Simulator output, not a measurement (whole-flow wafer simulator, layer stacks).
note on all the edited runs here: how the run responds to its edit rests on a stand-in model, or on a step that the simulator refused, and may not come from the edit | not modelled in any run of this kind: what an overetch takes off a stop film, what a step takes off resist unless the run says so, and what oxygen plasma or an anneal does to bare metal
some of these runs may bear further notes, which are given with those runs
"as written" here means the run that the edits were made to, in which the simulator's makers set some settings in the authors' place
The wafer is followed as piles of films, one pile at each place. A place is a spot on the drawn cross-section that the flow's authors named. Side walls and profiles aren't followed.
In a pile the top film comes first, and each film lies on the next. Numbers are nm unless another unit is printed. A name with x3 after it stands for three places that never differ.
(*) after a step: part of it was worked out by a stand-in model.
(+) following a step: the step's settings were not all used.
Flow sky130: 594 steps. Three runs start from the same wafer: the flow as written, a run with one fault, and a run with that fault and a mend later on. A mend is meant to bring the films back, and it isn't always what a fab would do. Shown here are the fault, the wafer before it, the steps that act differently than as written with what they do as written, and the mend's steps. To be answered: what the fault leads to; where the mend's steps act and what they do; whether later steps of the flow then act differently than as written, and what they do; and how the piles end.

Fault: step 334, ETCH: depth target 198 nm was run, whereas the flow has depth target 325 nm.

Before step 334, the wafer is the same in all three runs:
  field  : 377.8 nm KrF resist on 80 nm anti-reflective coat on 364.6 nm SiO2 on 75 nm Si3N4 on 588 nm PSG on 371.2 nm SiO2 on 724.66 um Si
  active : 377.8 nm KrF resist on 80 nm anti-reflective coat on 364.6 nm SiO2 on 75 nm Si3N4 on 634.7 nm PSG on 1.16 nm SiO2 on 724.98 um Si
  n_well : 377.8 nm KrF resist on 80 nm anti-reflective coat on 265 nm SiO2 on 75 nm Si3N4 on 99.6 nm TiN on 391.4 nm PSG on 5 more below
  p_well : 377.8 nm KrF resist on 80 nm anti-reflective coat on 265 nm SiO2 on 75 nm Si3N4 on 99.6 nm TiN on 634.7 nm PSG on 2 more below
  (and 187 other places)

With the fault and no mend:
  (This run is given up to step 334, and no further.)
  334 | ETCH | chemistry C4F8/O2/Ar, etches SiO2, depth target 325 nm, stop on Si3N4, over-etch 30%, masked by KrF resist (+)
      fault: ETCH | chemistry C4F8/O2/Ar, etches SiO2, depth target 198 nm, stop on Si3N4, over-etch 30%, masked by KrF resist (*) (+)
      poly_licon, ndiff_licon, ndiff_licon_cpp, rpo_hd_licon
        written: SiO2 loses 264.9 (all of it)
        fault: SiO2 loses 198
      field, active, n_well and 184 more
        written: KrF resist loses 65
        fault: KrF resist loses 39.6
  Once step 334 is done, the piles at field, active, n_well and 188 more depart from the flow's by more than 2% or 0.5 nm, whichever is larger.
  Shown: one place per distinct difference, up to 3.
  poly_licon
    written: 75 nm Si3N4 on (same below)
    fault: 66.9 nm SiO2 on 75 nm Si3N4 on (same below)
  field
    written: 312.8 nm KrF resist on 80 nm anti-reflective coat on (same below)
    fault: 338.2 nm KrF resist on 80 nm anti-reflective coat on (same below)

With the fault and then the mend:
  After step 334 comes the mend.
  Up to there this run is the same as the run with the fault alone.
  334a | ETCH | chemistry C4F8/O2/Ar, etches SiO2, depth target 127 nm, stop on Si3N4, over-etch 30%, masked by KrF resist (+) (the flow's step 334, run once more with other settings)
      field, active, n_well and 184 more
        KrF resist loses 25.4
      poly_licon, ndiff_licon, ndiff_licon_cpp, rpo_hd_licon
        SiO2 loses 66.9 (all of it)
  Later steps of the flow that are run all act as written at every place that is followed.
  At every place that both follow, the piles at the end match the flow's.
